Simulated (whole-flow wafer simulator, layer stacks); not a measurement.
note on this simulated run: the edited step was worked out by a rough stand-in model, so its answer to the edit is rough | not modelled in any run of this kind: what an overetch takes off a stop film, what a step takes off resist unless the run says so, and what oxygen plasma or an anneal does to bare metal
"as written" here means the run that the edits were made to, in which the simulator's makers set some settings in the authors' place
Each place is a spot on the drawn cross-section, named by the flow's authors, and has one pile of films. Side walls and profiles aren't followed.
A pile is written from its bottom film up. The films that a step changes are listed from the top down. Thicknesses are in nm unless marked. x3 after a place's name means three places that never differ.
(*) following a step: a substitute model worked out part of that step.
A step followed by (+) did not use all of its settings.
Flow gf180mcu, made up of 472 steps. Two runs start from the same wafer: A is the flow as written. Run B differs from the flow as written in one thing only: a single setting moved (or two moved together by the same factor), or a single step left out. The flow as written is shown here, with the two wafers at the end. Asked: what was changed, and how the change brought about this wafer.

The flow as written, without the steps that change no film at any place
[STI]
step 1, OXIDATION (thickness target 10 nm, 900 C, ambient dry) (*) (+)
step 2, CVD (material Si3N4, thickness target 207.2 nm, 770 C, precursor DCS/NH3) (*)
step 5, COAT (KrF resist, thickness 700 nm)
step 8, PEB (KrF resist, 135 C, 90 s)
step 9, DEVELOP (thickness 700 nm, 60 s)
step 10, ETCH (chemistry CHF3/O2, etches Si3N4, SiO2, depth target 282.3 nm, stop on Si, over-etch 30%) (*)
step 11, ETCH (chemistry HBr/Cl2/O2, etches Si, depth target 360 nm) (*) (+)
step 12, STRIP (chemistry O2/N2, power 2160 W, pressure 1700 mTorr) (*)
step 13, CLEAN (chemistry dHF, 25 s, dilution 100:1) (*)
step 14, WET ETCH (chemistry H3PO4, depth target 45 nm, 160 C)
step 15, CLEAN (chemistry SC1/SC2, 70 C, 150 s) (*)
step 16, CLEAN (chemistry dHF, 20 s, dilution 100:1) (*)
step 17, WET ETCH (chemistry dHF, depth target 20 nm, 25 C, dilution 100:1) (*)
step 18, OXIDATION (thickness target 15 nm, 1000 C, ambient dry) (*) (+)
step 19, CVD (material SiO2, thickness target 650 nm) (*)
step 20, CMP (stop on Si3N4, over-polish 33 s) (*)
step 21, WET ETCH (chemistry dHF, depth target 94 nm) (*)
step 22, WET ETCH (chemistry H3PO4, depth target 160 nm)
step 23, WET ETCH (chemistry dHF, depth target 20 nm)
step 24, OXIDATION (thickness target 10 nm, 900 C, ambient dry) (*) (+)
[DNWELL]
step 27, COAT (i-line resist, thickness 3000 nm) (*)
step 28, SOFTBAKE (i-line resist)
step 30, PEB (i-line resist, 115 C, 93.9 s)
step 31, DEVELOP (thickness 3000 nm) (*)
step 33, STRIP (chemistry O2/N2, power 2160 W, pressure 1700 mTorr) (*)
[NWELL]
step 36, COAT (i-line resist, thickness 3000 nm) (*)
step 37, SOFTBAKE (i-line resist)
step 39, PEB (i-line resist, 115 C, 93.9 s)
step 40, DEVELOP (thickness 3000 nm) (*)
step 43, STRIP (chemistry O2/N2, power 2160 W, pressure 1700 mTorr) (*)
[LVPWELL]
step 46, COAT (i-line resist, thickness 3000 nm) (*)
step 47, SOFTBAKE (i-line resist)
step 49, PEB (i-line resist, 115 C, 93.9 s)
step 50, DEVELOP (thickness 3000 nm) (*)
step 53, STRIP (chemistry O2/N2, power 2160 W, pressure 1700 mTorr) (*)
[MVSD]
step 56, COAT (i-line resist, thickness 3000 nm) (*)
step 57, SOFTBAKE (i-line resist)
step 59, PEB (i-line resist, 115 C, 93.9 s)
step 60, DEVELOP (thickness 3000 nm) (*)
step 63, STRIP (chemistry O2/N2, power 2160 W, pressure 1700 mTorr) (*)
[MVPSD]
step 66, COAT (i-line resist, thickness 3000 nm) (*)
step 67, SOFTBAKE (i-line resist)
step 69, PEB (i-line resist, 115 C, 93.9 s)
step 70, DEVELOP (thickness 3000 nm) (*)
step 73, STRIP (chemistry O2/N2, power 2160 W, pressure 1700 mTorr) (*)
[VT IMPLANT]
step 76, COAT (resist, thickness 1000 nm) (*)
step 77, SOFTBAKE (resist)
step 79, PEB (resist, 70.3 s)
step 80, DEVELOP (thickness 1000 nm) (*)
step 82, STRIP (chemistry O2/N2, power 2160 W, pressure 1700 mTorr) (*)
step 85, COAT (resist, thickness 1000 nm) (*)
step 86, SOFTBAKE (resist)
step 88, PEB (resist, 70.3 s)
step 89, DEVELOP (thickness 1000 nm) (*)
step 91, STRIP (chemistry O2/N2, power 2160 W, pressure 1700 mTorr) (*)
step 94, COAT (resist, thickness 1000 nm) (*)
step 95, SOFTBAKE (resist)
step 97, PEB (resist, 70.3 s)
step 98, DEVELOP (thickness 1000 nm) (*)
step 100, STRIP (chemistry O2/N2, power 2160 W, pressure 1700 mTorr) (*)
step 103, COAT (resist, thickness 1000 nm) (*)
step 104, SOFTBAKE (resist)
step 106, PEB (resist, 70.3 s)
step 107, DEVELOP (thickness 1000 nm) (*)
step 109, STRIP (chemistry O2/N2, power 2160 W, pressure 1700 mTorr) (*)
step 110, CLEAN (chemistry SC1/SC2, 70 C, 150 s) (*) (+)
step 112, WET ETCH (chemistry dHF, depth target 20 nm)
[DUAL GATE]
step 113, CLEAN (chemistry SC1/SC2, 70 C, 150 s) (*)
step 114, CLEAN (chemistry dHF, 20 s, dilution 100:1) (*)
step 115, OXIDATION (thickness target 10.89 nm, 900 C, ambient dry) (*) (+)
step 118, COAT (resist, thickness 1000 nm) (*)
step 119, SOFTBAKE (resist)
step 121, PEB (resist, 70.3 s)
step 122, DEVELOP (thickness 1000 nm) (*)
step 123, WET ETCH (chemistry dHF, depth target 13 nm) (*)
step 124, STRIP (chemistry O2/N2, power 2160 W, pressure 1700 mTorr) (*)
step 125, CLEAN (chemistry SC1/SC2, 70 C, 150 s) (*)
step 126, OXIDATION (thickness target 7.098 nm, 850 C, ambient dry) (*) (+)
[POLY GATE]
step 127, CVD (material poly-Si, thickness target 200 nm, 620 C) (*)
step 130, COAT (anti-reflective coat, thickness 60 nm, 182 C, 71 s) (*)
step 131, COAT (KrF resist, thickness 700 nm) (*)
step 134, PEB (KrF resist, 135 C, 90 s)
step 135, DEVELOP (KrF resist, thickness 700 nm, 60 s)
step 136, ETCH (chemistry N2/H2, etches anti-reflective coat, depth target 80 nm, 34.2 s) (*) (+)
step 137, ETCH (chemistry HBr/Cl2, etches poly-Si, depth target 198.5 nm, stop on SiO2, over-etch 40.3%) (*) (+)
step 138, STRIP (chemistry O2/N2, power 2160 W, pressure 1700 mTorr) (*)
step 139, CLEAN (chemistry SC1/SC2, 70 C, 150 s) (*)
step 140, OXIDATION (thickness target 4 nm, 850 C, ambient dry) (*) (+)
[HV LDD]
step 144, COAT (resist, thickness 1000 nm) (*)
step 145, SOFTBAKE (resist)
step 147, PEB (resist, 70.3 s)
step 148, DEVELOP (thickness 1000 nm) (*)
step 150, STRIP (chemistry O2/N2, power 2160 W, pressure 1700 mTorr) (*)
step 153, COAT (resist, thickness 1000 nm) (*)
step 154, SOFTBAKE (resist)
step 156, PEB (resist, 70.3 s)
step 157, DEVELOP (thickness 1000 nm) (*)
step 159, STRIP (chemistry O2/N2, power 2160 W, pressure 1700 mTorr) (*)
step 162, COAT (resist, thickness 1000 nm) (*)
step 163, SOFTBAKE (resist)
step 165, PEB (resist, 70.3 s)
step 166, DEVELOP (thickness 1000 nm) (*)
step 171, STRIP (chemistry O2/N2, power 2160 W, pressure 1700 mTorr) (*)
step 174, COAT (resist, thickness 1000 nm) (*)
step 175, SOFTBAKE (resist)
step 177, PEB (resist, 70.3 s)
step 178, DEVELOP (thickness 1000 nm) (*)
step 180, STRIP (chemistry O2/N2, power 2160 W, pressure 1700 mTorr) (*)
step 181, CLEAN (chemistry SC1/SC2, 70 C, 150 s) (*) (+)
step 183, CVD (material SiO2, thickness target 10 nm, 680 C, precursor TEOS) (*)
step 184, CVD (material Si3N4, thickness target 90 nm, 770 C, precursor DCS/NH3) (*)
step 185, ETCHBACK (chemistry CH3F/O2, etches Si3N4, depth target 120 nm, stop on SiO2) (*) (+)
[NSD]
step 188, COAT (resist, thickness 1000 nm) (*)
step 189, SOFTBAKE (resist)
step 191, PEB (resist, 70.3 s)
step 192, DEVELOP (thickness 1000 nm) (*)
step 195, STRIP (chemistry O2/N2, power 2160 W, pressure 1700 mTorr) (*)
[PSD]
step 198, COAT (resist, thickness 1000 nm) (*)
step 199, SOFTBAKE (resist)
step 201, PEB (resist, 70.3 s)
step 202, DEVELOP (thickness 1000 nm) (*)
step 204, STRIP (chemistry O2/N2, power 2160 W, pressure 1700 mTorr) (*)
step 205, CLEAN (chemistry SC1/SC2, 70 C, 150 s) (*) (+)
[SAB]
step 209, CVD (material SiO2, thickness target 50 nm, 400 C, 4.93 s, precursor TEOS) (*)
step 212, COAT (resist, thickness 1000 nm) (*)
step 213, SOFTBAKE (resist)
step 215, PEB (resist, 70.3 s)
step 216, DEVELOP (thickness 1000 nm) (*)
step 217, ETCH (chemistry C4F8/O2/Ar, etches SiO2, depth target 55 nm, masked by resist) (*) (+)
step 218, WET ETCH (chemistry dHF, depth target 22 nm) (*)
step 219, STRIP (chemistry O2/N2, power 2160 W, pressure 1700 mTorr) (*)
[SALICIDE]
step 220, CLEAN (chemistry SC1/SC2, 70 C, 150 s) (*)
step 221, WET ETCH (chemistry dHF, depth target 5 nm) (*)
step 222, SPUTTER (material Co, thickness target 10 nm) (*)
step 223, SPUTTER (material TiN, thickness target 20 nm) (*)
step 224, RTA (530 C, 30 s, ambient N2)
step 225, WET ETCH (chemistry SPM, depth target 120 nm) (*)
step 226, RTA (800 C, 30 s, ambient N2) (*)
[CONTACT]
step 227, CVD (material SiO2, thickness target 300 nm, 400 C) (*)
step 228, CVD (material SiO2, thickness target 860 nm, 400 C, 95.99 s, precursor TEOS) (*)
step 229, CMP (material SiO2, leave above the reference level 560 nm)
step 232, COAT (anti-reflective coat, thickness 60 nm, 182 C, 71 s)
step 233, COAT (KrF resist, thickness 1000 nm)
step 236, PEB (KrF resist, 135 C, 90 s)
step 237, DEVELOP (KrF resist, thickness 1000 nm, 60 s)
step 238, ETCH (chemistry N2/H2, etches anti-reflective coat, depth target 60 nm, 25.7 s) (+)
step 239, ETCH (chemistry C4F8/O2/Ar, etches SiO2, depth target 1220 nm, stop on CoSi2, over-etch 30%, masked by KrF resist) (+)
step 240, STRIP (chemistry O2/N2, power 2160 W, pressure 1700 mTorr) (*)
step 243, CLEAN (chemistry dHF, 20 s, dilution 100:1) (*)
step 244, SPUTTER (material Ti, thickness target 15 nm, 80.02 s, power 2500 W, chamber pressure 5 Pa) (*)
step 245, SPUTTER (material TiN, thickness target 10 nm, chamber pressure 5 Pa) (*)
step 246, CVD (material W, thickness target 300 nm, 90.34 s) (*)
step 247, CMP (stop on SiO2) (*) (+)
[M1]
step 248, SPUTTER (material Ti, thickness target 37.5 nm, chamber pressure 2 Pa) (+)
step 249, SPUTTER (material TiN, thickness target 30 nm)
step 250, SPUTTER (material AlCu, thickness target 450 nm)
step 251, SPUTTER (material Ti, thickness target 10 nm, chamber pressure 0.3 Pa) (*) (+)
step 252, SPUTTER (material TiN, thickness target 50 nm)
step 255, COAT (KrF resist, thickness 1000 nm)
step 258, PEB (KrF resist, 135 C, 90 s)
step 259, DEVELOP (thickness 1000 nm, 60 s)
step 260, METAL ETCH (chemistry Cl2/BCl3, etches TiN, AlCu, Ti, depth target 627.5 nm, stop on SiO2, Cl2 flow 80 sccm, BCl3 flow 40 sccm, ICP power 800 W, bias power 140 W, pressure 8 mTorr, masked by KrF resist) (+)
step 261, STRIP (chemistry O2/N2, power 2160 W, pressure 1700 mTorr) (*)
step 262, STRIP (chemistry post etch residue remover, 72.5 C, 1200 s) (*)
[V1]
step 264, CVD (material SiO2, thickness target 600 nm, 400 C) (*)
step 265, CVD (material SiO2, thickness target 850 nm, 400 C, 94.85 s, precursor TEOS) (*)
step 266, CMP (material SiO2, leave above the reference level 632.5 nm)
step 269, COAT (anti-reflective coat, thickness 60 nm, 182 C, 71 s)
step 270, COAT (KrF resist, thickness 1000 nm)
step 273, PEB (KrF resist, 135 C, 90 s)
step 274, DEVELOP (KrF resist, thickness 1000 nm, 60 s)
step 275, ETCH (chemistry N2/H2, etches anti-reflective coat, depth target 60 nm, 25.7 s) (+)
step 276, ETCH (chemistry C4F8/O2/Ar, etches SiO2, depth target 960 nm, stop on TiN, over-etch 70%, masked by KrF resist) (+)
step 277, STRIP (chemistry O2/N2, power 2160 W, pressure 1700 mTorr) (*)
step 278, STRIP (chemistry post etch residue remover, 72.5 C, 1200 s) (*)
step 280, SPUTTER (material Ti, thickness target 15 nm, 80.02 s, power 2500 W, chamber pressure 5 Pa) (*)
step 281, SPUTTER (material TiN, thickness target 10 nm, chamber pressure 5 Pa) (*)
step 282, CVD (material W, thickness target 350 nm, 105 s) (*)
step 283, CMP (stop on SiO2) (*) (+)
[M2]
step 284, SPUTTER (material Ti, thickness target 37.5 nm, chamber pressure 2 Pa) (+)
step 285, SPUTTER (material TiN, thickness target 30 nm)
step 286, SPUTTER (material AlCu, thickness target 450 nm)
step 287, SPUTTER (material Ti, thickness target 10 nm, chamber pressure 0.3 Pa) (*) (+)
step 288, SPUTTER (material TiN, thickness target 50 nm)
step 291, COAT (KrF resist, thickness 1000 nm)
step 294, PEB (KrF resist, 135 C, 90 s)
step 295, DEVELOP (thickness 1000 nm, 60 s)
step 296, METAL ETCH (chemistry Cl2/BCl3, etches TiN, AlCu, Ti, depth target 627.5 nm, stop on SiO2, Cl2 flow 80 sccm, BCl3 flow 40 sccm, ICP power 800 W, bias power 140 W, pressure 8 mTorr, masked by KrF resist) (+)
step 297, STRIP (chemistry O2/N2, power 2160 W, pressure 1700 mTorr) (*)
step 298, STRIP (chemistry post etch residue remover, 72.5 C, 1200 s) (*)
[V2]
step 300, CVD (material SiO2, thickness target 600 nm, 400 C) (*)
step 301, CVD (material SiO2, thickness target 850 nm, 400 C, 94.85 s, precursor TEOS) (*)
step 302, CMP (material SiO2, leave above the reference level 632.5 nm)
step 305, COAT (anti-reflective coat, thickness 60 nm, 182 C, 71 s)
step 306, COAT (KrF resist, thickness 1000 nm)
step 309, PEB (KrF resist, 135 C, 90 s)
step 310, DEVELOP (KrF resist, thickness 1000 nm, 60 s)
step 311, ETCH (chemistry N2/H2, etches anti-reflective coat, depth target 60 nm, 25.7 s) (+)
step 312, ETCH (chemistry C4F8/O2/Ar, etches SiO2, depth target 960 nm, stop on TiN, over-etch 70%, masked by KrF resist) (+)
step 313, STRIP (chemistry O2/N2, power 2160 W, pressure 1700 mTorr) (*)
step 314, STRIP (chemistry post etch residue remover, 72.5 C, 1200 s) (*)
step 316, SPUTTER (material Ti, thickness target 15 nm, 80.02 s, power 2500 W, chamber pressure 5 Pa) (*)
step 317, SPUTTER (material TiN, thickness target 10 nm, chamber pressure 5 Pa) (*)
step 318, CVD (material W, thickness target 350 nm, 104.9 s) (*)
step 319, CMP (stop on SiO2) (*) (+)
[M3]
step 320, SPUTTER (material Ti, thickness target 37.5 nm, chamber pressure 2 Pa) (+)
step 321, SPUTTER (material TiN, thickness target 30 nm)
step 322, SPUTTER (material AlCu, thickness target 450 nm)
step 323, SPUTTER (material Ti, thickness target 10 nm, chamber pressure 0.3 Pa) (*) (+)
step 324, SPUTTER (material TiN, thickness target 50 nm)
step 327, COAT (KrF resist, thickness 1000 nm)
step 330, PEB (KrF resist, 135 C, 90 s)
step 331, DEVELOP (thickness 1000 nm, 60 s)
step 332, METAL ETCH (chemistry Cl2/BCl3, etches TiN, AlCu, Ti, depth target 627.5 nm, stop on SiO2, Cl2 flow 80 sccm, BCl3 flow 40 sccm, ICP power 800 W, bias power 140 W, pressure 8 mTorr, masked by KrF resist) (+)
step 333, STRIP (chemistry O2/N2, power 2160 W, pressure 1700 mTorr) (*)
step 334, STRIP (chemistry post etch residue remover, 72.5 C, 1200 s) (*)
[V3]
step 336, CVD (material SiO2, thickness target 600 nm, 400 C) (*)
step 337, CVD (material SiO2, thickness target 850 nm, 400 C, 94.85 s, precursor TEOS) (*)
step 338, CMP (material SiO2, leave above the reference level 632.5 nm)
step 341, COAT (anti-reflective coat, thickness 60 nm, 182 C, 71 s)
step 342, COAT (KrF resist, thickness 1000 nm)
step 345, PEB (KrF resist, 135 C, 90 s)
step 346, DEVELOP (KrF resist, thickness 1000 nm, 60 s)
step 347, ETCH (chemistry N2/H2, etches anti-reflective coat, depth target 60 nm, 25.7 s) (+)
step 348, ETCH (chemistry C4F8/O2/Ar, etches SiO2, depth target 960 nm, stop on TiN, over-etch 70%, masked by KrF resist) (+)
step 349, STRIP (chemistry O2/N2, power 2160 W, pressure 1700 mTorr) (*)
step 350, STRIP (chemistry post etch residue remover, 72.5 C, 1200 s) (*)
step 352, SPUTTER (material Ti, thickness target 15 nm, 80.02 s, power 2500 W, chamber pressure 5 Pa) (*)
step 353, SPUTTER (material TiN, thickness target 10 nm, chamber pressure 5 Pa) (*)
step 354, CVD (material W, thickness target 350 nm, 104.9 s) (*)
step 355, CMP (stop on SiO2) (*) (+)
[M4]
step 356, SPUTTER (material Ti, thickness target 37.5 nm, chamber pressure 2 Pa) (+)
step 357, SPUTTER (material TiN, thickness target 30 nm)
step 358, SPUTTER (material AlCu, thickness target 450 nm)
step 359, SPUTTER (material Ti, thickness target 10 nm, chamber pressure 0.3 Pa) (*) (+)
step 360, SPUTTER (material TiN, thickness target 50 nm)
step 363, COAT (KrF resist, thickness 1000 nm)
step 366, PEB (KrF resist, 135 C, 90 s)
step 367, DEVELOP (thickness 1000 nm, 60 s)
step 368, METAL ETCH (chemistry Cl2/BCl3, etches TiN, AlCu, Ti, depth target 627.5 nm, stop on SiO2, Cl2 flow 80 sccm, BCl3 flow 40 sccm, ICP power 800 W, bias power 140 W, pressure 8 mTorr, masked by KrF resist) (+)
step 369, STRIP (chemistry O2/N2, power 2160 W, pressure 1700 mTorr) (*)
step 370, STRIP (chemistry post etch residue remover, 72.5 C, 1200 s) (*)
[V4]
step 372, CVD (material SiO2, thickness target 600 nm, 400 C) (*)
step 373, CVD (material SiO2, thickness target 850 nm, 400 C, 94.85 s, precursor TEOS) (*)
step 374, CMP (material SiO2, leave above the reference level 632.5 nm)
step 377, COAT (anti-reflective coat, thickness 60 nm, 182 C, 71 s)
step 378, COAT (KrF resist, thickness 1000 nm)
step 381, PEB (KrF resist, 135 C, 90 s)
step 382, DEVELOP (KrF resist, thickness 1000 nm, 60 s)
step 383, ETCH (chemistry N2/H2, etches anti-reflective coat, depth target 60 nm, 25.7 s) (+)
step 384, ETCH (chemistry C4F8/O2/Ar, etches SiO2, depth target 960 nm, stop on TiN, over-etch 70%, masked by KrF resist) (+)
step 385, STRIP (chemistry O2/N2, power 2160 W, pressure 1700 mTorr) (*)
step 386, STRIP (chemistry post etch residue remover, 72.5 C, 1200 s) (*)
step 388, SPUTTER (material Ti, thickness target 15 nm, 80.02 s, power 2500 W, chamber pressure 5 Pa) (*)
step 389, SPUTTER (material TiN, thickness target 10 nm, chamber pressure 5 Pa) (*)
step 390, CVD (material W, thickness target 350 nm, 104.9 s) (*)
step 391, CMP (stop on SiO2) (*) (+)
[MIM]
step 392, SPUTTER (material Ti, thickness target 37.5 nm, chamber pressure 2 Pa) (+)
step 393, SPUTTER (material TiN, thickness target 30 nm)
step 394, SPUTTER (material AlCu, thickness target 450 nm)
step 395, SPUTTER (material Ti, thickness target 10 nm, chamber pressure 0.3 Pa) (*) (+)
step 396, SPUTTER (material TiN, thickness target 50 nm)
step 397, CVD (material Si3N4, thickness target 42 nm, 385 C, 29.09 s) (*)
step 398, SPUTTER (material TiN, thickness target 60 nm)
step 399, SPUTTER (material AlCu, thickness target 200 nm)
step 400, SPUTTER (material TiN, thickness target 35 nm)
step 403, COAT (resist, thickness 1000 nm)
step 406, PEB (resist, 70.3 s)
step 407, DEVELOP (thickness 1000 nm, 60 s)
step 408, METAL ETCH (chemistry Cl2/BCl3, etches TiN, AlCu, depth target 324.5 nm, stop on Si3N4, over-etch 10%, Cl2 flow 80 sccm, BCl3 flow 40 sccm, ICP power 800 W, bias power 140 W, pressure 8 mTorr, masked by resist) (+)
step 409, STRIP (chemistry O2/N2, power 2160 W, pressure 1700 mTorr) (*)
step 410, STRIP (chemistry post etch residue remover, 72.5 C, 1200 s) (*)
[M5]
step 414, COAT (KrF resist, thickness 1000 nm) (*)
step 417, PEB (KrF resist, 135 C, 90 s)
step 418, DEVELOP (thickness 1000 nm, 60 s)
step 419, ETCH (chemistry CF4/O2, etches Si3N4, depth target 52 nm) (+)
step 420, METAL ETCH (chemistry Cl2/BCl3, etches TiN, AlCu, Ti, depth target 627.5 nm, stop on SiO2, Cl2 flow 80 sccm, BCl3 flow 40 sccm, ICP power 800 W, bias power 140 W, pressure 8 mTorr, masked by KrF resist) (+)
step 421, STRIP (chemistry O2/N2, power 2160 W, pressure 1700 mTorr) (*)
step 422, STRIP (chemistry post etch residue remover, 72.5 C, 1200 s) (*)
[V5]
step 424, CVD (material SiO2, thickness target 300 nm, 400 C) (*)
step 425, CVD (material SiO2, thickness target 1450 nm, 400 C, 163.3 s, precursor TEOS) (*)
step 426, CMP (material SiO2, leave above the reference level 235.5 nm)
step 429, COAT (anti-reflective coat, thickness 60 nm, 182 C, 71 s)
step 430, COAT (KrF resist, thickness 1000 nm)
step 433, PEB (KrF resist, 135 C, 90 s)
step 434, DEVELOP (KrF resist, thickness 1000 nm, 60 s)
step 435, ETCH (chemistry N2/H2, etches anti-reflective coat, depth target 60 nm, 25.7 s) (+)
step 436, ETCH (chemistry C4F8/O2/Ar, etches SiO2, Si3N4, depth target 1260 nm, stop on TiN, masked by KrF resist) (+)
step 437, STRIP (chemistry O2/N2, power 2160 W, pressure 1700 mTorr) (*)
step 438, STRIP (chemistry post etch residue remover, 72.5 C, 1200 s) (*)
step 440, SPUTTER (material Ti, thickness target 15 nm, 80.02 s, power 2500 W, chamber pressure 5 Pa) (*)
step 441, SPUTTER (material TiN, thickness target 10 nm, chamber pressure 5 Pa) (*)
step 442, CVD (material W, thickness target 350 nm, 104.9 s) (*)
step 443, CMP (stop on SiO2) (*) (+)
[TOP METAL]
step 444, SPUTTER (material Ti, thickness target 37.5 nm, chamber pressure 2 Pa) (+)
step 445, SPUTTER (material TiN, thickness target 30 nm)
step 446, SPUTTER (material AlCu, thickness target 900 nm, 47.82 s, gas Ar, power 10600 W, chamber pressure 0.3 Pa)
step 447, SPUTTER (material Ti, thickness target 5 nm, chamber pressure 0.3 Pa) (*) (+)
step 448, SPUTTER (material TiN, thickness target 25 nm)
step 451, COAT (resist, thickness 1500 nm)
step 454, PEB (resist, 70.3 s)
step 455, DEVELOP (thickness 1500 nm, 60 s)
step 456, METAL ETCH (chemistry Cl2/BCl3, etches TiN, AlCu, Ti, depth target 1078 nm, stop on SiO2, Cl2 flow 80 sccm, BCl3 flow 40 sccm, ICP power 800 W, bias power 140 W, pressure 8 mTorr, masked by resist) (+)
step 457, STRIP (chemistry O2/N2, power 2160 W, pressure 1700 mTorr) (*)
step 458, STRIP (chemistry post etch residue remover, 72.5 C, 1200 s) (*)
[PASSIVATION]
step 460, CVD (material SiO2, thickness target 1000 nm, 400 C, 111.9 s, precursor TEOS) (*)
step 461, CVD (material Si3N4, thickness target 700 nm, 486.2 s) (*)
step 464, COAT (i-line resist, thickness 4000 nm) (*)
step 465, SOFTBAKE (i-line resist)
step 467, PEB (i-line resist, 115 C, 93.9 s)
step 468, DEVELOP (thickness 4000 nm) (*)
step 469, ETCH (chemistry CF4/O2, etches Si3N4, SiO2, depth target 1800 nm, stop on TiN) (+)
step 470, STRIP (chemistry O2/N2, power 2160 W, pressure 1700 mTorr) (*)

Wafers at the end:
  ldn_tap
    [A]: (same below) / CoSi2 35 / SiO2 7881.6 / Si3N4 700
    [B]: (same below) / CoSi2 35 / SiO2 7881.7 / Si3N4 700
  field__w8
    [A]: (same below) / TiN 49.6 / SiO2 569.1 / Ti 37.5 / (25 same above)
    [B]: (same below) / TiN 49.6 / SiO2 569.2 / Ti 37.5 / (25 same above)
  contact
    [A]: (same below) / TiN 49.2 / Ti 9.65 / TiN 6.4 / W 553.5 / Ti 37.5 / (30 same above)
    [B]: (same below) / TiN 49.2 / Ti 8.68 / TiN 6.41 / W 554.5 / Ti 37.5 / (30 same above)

The reason: step 316, SPUTTER: 72.02 s was run, whereas the flow has 80.02 s.

Step by step, how the change led to this:
  step 316, SPUTTER (material Ti, thickness target 15 nm, 80.02 s, power 2500 W, chamber pressure 5 Pa) (*)
      field, field__w1, field__w2 and 107 more: A Ti gains 15 (new film) | B Ti gains 13.5 (new film)
      contact: A Ti gains 9.65 (new film) | B Ti gains 8.68 (new film)
  step 319, CMP (stop on SiO2) (*) (+)
      field, field__w1, field__w2 and 107 more: A W loses 350 (all of it), TiN loses 10 (all of it), Ti loses 15 (all of it), SiO2 loses 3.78 | B W loses 350 (all of it), TiN loses 10 (all of it), Ti loses 13.5 (all of it), SiO2 loses 3.77
